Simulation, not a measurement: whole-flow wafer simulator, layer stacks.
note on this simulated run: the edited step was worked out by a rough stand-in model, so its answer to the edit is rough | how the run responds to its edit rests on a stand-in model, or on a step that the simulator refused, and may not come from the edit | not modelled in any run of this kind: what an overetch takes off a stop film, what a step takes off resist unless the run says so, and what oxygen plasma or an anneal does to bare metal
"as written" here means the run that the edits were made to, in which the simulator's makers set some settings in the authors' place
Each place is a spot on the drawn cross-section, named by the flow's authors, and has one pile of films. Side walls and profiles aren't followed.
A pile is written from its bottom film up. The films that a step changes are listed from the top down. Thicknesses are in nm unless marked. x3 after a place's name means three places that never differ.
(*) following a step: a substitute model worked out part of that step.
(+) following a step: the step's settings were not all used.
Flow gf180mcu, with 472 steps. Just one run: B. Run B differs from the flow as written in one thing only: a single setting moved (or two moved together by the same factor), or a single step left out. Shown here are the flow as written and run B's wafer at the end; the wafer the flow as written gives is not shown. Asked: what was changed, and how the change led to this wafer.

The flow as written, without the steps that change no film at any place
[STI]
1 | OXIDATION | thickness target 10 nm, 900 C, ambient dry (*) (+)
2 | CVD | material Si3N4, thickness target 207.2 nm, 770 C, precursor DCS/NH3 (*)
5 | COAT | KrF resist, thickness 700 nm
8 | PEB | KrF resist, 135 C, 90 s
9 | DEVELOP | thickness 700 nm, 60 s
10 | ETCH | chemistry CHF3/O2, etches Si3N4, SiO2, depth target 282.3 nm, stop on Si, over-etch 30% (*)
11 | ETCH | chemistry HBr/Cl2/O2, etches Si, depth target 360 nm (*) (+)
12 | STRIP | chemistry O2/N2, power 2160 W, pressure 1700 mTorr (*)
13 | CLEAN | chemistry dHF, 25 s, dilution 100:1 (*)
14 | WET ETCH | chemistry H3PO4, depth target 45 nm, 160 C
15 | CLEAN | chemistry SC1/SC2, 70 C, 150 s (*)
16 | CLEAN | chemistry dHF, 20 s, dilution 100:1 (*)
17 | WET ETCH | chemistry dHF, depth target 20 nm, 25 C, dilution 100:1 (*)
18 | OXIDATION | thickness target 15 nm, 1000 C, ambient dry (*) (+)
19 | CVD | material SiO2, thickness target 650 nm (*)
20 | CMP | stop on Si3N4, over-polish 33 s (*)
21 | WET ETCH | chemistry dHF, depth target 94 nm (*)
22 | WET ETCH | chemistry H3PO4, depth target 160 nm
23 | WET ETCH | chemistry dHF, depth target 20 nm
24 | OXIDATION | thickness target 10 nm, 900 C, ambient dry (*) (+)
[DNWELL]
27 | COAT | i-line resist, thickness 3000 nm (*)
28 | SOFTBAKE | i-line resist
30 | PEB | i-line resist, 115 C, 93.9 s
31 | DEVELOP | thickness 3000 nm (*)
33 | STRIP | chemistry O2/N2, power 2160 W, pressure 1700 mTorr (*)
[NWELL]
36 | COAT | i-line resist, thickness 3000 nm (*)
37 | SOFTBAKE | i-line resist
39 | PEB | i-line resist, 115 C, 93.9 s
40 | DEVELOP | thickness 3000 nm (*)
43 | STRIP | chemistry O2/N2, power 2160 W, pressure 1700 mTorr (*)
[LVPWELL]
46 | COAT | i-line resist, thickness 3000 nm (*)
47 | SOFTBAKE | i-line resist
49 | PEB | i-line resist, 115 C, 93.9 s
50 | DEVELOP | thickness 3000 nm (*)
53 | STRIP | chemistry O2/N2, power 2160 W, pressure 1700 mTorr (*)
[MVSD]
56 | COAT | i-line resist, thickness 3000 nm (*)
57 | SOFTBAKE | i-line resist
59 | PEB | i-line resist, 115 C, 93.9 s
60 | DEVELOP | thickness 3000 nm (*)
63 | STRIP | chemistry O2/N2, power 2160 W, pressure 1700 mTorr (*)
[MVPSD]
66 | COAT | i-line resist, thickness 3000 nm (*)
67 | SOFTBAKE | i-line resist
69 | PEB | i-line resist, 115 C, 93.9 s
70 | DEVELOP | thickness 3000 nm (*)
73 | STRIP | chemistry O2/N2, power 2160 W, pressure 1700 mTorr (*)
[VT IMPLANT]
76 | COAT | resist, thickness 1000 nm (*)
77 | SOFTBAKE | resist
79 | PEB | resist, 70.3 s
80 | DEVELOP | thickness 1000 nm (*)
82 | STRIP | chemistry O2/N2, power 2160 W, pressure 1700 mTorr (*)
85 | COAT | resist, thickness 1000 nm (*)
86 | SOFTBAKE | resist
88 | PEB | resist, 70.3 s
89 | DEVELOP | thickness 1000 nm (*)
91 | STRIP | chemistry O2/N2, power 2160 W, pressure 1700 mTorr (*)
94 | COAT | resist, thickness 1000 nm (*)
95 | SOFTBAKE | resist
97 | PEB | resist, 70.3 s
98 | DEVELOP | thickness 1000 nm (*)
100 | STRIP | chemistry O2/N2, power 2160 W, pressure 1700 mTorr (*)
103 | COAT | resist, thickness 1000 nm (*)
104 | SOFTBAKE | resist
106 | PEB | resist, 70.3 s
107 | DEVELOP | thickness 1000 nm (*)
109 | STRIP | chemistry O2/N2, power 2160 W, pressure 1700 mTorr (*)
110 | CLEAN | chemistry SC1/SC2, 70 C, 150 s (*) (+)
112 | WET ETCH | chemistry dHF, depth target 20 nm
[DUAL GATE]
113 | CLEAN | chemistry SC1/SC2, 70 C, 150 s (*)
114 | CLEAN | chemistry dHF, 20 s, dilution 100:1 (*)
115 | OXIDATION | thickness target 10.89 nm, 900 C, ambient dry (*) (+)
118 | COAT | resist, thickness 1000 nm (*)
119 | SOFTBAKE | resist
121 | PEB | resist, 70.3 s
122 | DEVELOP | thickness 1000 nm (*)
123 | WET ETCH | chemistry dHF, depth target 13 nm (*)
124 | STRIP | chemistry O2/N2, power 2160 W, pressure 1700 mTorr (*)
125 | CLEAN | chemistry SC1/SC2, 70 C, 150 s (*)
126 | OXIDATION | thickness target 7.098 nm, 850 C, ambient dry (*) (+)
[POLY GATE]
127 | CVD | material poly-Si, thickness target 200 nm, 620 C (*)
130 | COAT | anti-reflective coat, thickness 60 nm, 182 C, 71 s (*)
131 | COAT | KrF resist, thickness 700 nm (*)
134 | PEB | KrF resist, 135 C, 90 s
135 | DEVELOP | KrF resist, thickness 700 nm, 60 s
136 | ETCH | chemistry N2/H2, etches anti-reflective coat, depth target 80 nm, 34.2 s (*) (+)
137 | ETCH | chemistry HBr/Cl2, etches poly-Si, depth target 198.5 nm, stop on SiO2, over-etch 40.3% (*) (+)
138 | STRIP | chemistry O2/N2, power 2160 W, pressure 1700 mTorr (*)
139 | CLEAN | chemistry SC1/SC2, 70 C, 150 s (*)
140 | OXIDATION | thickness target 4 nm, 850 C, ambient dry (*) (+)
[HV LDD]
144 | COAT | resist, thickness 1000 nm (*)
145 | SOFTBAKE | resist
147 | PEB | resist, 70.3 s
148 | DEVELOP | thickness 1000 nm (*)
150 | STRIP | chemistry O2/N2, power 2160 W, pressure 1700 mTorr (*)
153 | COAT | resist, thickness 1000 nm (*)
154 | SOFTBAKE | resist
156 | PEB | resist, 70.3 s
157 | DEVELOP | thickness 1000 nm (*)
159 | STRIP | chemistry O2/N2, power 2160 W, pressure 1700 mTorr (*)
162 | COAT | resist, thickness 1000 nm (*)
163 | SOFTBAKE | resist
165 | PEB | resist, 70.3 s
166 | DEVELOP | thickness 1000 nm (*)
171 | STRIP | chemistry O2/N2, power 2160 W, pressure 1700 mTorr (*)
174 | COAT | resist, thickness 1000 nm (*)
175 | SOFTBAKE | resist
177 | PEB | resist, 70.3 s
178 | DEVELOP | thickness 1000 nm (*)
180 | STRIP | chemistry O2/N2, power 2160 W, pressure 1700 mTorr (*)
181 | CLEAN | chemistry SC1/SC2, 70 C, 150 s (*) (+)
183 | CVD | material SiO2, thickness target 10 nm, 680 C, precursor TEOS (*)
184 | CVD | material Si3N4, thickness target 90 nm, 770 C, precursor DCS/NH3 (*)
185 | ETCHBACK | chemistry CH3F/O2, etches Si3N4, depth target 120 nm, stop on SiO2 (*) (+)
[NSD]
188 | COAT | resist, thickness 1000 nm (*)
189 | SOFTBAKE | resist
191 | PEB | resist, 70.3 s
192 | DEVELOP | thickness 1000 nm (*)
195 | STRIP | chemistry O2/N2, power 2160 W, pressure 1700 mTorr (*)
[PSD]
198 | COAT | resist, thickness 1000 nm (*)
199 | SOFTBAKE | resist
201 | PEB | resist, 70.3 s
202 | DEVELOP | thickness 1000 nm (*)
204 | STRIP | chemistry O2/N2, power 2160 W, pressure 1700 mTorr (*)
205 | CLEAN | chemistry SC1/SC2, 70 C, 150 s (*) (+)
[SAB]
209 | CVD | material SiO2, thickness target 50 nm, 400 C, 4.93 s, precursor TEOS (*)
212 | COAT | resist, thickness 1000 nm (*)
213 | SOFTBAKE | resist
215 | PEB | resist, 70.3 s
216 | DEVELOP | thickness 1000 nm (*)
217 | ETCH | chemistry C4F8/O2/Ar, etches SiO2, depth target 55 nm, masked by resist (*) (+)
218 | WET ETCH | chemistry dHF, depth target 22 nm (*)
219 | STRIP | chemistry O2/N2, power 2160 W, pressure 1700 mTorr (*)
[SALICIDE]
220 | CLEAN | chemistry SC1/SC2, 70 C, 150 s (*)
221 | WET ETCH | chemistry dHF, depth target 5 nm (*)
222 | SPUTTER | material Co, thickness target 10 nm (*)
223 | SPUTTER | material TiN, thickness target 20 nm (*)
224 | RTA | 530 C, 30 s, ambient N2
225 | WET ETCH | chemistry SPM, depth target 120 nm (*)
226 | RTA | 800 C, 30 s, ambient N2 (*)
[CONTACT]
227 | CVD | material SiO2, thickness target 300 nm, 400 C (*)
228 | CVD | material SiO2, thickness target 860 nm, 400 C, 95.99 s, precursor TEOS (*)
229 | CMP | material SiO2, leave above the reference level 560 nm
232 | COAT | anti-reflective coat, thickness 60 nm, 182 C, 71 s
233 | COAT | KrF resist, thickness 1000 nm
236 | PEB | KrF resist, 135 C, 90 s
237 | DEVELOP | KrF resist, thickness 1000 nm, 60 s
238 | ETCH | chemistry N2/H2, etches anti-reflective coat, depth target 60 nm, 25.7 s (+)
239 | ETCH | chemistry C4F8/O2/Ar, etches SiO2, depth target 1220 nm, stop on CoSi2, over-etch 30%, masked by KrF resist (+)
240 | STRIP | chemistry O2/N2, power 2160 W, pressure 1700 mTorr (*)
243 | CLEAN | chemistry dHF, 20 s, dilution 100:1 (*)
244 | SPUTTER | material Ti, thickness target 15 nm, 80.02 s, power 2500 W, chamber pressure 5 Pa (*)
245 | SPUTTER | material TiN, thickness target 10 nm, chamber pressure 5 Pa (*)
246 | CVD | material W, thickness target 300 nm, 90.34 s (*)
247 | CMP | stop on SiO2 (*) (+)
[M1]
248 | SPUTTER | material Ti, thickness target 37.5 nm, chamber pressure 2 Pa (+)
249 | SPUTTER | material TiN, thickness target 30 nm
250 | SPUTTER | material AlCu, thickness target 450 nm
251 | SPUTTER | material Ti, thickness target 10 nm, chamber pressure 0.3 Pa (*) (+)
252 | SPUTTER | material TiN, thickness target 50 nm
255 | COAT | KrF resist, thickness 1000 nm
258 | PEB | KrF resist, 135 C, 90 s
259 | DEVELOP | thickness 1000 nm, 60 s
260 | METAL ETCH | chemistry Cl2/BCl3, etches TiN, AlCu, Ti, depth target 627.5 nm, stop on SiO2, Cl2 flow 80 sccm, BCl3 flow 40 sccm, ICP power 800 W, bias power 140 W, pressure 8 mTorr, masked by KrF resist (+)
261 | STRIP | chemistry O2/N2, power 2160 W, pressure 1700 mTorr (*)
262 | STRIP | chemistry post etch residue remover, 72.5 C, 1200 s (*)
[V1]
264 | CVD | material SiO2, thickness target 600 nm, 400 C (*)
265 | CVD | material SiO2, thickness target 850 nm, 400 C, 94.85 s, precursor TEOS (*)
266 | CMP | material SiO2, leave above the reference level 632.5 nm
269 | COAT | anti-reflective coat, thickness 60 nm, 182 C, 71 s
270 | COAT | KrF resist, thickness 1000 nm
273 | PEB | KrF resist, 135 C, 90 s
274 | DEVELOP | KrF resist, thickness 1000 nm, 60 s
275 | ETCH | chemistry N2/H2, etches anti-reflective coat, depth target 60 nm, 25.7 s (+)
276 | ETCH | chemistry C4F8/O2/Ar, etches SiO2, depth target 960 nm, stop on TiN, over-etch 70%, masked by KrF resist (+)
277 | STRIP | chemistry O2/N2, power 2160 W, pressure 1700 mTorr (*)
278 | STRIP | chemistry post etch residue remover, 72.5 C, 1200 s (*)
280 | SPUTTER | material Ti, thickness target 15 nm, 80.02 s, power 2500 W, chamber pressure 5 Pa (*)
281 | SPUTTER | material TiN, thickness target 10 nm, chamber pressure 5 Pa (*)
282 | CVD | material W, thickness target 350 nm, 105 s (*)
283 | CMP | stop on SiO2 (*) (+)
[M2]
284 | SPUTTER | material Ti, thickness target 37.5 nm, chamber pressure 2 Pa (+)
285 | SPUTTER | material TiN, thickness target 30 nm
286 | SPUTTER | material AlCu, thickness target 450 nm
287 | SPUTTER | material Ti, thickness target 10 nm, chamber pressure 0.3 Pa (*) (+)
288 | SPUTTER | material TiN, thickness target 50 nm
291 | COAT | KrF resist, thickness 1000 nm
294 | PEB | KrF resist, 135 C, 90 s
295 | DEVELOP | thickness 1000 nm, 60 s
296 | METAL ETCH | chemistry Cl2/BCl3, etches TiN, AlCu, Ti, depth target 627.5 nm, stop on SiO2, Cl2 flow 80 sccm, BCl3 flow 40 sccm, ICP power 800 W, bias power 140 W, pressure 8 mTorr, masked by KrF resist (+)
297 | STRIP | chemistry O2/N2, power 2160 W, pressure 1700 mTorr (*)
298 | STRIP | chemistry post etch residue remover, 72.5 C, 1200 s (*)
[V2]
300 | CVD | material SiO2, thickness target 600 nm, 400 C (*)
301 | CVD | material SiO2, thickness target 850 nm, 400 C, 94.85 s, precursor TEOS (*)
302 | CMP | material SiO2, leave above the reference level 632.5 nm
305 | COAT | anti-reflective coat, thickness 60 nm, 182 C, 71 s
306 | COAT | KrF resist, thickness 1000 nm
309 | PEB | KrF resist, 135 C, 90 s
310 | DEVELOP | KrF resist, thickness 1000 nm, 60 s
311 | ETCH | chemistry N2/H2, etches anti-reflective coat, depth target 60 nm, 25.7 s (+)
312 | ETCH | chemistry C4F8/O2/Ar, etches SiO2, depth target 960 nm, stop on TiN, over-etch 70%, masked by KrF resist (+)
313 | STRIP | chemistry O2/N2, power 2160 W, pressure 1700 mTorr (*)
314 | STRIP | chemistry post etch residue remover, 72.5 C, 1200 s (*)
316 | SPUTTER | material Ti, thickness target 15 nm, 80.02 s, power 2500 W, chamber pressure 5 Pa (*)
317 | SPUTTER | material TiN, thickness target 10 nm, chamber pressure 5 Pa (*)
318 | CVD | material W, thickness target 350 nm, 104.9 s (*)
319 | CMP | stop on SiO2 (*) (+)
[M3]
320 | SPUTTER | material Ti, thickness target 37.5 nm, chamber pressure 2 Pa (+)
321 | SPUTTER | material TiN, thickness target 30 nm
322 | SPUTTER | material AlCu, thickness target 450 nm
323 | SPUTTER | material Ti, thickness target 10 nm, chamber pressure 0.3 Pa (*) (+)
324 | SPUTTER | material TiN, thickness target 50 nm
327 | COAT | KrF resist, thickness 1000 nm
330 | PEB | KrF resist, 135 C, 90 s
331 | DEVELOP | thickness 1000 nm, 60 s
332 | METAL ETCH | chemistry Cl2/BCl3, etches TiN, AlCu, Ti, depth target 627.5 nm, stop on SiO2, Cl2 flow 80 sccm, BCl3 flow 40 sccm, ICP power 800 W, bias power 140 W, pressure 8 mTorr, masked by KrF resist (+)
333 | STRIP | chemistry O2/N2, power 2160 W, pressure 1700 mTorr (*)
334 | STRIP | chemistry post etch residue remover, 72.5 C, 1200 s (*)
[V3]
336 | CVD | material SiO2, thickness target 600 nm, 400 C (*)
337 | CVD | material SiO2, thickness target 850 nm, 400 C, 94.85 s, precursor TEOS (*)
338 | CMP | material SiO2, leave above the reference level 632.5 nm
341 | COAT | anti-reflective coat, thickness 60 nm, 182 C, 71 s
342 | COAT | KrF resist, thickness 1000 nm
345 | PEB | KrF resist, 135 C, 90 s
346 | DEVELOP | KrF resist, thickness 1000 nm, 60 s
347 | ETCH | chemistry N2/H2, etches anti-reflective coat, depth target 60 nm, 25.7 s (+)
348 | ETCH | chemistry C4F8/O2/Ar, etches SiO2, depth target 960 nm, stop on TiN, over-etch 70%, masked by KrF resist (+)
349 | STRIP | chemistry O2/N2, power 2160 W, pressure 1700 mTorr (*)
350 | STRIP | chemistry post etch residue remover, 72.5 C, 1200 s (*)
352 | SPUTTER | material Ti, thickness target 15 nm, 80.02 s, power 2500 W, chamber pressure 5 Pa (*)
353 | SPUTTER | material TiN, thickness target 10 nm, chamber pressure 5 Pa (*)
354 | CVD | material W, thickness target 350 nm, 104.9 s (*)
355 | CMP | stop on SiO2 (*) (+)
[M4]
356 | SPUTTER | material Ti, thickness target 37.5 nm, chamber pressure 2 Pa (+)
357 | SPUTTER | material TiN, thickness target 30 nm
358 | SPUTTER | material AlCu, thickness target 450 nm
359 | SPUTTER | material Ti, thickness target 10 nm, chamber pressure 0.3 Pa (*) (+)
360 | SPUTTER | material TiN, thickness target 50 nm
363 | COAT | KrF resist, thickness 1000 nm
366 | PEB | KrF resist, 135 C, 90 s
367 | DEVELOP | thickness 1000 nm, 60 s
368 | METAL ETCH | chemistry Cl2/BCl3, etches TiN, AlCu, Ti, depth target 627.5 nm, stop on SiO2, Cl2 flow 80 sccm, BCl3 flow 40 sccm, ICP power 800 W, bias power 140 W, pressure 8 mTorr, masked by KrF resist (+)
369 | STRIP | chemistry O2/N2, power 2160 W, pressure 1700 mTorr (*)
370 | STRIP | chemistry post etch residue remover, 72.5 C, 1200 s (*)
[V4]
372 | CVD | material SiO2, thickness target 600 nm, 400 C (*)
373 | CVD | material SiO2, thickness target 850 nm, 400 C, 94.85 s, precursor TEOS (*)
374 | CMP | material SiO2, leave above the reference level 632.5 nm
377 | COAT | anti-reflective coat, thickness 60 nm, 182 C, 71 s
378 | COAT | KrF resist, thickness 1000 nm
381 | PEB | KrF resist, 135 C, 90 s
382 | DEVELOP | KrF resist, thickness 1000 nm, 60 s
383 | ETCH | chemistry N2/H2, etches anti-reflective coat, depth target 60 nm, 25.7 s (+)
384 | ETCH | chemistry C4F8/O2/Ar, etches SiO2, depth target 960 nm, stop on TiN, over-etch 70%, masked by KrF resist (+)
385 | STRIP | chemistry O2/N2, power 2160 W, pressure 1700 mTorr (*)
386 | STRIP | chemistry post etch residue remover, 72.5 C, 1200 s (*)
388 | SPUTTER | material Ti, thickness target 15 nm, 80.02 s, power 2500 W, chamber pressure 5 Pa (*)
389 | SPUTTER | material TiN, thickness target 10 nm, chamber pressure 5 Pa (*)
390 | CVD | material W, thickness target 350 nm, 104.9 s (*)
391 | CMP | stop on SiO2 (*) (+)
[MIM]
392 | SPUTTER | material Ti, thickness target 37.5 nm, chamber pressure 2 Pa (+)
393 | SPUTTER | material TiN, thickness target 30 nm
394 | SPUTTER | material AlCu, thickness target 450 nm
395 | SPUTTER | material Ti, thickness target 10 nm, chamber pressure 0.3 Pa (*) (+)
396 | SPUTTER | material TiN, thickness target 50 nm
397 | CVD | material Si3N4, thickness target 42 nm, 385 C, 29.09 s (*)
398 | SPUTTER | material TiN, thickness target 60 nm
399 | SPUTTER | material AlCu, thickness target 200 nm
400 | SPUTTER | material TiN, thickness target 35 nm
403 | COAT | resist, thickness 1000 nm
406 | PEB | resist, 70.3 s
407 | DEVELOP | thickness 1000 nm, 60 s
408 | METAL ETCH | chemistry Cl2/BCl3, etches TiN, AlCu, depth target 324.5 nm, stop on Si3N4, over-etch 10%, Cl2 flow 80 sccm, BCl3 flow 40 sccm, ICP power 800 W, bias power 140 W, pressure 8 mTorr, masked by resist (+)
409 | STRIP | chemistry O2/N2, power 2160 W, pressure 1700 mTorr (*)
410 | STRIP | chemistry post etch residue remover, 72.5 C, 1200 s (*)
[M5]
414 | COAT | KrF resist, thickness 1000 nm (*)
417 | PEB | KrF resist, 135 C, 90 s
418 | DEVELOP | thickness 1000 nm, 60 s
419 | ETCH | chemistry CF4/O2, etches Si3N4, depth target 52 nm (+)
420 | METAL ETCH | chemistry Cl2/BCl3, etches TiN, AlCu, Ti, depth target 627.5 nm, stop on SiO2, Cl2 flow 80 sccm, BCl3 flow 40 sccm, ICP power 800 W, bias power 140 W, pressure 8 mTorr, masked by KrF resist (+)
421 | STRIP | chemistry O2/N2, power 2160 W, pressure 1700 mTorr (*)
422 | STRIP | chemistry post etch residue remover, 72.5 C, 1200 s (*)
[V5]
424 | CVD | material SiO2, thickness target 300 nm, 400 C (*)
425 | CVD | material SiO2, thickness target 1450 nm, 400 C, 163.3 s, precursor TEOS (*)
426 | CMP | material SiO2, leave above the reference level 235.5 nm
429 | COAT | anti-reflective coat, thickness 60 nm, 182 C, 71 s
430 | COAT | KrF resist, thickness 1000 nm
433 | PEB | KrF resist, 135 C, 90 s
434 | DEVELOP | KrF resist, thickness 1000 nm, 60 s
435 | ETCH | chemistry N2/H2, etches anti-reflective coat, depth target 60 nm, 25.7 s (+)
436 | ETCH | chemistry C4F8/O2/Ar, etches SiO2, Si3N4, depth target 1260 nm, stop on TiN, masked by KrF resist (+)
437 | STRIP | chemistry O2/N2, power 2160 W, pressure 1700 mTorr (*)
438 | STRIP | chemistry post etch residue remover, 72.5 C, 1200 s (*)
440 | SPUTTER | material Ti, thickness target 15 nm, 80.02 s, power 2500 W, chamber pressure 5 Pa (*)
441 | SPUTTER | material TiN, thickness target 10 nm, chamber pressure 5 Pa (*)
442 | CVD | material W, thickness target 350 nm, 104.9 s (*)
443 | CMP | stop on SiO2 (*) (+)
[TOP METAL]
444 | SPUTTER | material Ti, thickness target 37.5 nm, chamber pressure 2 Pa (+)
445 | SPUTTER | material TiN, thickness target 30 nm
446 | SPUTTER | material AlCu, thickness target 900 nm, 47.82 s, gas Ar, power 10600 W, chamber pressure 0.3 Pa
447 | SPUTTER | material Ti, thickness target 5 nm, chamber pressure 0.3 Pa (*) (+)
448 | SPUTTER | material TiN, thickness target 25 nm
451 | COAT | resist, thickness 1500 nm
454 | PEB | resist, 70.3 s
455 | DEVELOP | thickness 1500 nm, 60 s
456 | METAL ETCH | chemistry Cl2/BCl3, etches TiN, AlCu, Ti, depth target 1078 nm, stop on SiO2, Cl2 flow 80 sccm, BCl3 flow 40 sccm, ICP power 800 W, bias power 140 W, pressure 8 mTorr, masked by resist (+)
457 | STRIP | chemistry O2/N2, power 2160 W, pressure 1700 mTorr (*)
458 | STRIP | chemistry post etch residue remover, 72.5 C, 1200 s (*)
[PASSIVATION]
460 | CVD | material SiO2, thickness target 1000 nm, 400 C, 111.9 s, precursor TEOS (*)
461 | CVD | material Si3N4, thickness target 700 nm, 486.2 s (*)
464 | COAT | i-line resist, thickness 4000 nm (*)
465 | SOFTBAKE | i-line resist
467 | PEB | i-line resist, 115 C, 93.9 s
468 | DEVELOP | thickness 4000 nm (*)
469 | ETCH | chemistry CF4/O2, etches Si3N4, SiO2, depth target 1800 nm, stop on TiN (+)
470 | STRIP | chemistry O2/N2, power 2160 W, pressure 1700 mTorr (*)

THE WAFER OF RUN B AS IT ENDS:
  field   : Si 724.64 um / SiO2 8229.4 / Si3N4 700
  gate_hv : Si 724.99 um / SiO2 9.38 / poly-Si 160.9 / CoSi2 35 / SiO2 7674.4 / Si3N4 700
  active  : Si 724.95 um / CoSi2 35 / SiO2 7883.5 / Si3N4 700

The reason: step 115, OXIDATION: thickness target 5.171 nm was run, while the flow as written has thickness target 10.89 nm.

How this came from the change, step by step:
  115 | OXIDATION | thickness target 10.89 nm, 900 C, ambient dry (*) (+)
      active, n_well, p_well and 40 more: SiO2 gains 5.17 (new film), Si loses 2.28 (it would be, as written: SiO2 gains 10.9 (new film), Si loses 4.79)
      sti, mim_1p0, pad and 21 more: SiO2 gains 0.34, Si loses 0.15 (it would be, as written: SiO2 gains 1.22, Si loses 0.54)
      (also at 25 further places)
  123 | WET ETCH | chemistry dHF, depth target 13 nm (*)
      active, n_well, p_well and 12 more: SiO2 loses 5.17 (all of it) (it would be, as written: SiO2 loses 10.9 (all of it))
  126 | OXIDATION | thickness target 7.098 nm, 850 C, ambient dry (*) (+)
      gate_hv, active_hv, active_nat and 25 more: SiO2 gains 4.55, Si loses 2 (it would be, as written: SiO2 gains 3.72, Si loses 1.64)
  130 | COAT | anti-reflective coat, thickness 60 nm, 182 C, 71 s (*)
      p_well, spacer, sd_n: anti-reflective coat gains 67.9 (new film) (it would be, as written: anti-reflective coat gains 70.9 (new film))
      ldn_fp, ldp_fp: anti-reflective coat gains 47.4 (new film) (it would be, as written: anti-reflective coat gains 48.5 (new film))
      (also at 21 further places)
  136 | ETCH | chemistry N2/H2, etches anti-reflective coat, depth target 80 nm, 34.2 s (*) (+)
      p_well, spacer, sd_n: anti-reflective coat loses 67.9 (all of it), poly-Si loses 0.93 (it would be, as written: anti-reflective coat loses 70.9 (all of it), poly-Si loses 0.85)
      ldn_dft, ldp_dft: anti-reflective coat loses 47.7 (all of it), poly-Si loses 1.44 (it would be, as written: anti-reflective coat loses 48.7 (all of it), poly-Si loses 1.42)
      (also at 14 further places)
  138 | STRIP | chemistry O2/N2, power 2160 W, pressure 1700 mTorr (*)
      gate: chemical SiO2 gains 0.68 (new film), KrF resist loses 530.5 (all of it), anti-reflective coat loses 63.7 (all of it), poly-Si loses 0.3 (it would be, as written: chemical SiO2 gains 0.68 (new film), KrF resist loses 531.7 (all of it), anti-reflective coat loses 65.5 (all of it), poly-Si loses 0.3)
      gate_p: chemical SiO2 gains 0.68 (new film), KrF resist loses 529.6 (all of it), anti-reflective coat loses 64.4 (all of it), poly-Si loses 0.3 (it would be, as written: chemical SiO2 gains 0.68 (new film), KrF resist loses 530.6 (all of it), anti-reflective coat loses 65.9 (all of it), poly-Si loses 0.3)
      (also at 5 further places)
  145 | SOFTBAKE | resist
      active_nat: resist gains 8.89 (it would be, as written: resist gains 4.68)
  154 | SOFTBAKE | resist
      active_nat: resist gains 8.89 (it would be, as written: resist gains 4.68)
  163 | SOFTBAKE | resist
      active_nat: resist gains 8.89 (it would be, as written: resist gains 4.68)
  175 | SOFTBAKE | resist
      active_nat: resist gains 8.89 (it would be, as written: resist gains 4.68)
  189 | SOFTBAKE | resist
      active_hv: resist loses 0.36 (it would be, as written: resist gains 2.68)
  199 | SOFTBAKE | resist
      active_hv: resist loses 0.36 (it would be, as written: resist gains 2.68)
  218 | WET ETCH | chemistry dHF, depth target 22 nm (*)
      ldn_tap, ldn_src, ldn_drn, ldp_tap, ldp_src, ldp_drn, ldp_gr: SiO2 loses 11.2 (all of it) (it would be, as written: SiO2 loses 16 (all of it))
      ld_drn_n, ld_sd_p: SiO2 loses 10 (all of it) (it would be, as written: SiO2 loses 14.8 (all of it))
      (also at 5 further places)
  223 | SPUTTER | material TiN, thickness target 20 nm (*)
      field__w12: TiN gains 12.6 (new film) (it would be, as written: TiN gains 12 (new film))
  225 | WET ETCH | chemistry SPM, depth target 120 nm (*)
      field__w12: TiN loses 12.6 (all of it), Co loses 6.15 (all of it) (it would be, as written: TiN loses 12 (all of it), Co loses 6.15 (all of it))
